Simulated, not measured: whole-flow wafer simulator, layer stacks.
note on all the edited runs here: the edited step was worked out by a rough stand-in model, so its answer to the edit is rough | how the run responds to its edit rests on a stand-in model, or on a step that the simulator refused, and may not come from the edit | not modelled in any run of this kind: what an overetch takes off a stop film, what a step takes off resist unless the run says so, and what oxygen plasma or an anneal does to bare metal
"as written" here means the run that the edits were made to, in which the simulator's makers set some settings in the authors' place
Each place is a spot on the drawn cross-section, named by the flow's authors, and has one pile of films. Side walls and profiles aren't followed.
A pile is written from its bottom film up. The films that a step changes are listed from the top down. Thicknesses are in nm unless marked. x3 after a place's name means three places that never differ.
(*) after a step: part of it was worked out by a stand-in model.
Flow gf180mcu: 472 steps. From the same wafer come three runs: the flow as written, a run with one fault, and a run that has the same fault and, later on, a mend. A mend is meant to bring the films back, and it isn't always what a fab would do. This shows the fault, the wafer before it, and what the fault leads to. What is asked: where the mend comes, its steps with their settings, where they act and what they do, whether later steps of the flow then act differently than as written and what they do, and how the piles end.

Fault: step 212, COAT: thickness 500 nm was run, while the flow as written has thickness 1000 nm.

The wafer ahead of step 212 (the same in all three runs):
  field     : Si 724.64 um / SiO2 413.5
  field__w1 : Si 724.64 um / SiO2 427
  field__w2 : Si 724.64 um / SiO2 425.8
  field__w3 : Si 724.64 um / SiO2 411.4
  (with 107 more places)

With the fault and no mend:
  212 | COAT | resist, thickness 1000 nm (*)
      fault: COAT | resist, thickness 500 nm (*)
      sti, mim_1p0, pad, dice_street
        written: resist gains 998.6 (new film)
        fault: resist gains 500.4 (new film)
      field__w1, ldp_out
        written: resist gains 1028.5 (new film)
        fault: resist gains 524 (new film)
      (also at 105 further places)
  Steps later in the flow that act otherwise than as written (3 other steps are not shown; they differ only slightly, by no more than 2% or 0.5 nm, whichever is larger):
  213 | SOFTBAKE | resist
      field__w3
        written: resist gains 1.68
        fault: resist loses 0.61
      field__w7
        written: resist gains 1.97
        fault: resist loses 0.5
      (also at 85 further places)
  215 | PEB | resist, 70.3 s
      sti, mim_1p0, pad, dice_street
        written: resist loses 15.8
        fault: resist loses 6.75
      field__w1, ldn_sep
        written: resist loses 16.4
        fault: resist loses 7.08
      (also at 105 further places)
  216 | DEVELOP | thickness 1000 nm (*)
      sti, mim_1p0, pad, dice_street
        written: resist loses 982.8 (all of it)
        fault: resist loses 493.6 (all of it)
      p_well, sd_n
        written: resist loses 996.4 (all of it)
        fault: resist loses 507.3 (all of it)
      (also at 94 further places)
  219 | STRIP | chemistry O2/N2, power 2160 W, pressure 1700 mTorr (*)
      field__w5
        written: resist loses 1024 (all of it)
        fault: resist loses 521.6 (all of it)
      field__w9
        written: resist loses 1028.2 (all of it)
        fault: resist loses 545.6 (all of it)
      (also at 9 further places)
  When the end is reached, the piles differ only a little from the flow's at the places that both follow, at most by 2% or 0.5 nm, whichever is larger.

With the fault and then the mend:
  After step 216 comes the mend.
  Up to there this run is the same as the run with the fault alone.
  216a | STRIP | chemistry O2/N2, power 2160 W, pressure 1700 mTorr (*)
      field__w5
        resist loses 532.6 (all of it)
      field__w9
        resist loses 556.6 (all of it)
      field__w13
        resist loses 561 (all of it)
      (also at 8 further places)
  216b | DEHYDRATE | 200 C, 60 s (a further turn of the flow's step 210)
      leaves every film unchanged at each place that is followed
  216c | HMDS | 120 C, 60 s (a further turn of the flow's step 211)
      leaves every film unchanged at each place that is followed
  216d | COAT | resist, thickness 1000 nm (*) (a further turn of the flow's step 212)
      sti, mim_1p0, pad, dice_street
        resist gains 998.6 (new film)
      field__w1, ldp_out
        resist gains 1028.5 (new film)
      field_sub__w5, ldn_dft
        resist gains 1045.2 (new film)
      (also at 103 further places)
  216e | SOFTBAKE | resist (a further turn of the flow's step 213)
      ld_gate_n, polyc_n
        resist loses 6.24
      nw_enc_fld, ldp_sep__w2
        resist gains 4.4
      field
        resist loses 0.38
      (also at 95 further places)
  216f | EXPOSE | photomask SAB (a further turn of the flow's step 214)
      leaves every film unchanged at each place that is followed
  216g | PEB | resist, 70.3 s (a further turn of the flow's step 215)
      field__w1, nw_enc_fld, sti_nw and 8 more
        resist loses 16.4
      field__w2, field__w5, field_sub__w3 and 6 more
        resist loses 16.9
      field__w9, sd_p, nplus_u, nw_enc_fld_lv, ldn_src, ldn_drn, ldp_src, ldp_drn
        resist loses 17
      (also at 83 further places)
  216h | DEVELOP (*) (a further turn of the flow's step 216, with different settings)
      sti, mim_1p0, pad, dice_street
        resist loses 982.8 (all of it)
      field, nw_sep_fld
        resist loses 1007.3 (all of it)
      field__w3, field__w12
        resist loses 1049.4 (all of it)
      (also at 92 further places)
  Later steps of the flow that are run all act as written at every place that is followed.
  At every place that both follow, the piles at the end match the flow's.
